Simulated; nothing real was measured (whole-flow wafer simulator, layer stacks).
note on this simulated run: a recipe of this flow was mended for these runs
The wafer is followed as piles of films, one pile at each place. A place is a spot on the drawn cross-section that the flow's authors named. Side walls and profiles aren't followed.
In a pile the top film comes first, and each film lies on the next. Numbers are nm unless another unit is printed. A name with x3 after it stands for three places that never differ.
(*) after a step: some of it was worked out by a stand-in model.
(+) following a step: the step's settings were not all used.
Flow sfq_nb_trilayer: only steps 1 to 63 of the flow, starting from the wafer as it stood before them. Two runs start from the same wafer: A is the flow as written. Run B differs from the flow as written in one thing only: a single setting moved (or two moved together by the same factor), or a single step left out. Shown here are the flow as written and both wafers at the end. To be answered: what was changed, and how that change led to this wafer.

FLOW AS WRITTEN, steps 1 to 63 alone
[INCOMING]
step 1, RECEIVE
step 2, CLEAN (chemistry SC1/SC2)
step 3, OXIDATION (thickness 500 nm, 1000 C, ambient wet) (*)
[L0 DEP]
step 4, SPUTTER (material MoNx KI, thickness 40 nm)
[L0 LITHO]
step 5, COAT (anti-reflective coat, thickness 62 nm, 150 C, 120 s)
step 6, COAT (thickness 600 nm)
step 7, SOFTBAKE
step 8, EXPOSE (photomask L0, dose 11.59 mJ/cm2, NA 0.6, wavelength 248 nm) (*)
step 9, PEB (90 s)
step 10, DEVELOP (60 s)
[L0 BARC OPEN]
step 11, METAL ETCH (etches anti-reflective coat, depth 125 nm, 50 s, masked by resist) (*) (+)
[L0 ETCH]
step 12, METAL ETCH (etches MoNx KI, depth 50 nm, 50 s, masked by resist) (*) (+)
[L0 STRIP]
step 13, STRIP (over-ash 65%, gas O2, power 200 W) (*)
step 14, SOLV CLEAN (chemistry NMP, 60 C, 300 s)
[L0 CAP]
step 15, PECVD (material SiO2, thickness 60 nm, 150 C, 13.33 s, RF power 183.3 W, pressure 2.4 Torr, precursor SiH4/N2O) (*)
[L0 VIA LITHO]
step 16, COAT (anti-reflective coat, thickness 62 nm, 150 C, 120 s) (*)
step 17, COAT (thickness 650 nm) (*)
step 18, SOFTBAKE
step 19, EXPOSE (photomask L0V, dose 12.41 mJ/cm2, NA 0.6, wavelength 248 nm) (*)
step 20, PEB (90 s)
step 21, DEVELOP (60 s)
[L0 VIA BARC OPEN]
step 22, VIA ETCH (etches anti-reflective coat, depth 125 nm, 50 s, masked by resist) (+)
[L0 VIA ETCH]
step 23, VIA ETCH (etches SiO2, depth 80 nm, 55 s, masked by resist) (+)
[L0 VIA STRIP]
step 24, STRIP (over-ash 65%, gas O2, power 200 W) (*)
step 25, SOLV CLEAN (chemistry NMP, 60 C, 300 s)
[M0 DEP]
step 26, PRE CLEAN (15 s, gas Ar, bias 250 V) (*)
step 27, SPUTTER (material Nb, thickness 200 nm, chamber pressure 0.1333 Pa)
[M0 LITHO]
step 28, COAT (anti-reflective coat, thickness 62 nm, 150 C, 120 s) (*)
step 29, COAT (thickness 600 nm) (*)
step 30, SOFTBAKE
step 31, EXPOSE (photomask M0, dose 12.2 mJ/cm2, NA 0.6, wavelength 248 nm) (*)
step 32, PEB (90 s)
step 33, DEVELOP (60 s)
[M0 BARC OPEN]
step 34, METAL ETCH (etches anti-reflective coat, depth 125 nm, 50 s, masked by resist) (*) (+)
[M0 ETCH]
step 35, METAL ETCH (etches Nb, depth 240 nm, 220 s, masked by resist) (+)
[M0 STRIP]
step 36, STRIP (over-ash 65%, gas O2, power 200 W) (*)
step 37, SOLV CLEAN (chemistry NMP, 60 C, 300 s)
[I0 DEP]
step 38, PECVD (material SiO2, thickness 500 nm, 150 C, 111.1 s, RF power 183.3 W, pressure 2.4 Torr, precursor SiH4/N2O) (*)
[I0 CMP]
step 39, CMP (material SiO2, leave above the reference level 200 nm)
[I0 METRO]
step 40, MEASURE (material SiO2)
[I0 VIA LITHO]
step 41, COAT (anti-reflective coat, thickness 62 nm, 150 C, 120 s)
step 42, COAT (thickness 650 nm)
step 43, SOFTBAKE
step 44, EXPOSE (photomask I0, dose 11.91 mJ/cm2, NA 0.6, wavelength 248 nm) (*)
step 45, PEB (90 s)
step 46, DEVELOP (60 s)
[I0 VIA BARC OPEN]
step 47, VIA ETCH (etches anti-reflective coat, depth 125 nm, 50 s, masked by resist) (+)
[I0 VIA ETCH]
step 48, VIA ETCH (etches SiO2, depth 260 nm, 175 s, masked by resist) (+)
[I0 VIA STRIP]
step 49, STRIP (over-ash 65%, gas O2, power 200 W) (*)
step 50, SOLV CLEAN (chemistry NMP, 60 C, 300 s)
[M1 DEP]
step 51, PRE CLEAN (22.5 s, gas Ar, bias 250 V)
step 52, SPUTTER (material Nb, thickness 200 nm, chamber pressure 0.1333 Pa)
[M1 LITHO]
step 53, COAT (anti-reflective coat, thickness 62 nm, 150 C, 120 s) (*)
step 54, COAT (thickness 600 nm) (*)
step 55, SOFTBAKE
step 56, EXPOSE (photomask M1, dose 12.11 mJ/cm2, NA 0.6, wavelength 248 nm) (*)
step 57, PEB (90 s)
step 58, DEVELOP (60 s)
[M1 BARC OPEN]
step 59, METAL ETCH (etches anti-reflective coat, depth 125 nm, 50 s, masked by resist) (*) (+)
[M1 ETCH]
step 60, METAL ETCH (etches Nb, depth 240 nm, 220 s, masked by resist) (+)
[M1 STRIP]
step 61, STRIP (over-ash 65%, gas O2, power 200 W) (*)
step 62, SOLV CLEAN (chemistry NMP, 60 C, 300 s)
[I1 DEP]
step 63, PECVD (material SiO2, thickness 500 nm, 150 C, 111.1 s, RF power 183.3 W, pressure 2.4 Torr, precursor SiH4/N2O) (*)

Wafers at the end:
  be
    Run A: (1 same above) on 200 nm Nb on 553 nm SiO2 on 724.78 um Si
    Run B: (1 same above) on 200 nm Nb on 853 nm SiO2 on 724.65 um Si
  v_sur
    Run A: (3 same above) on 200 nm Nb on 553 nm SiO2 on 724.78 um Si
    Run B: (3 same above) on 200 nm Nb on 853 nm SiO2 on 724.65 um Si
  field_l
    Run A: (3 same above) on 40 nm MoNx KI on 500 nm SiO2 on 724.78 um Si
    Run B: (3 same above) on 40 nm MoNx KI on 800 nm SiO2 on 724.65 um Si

What caused this: step 3, OXIDATION: thickness 800 nm was run, though the flow has thickness 500 nm.
The wafer itself shows it: field_l has SiO2 800, and step 3 as written asks for 500 nm.

How this came from the change, step by step:
  step 3, OXIDATION (thickness 500 nm, 1000 C, ambient wet) (*)
      field_l, v_sur, via_wl and 103 more: A +500 SiO2 (new film), -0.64 chemical SiO2 (all of it), -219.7 Si | B +800 SiO2 (new film), -0.64 chemical SiO2 (all of it), -351.7 Si
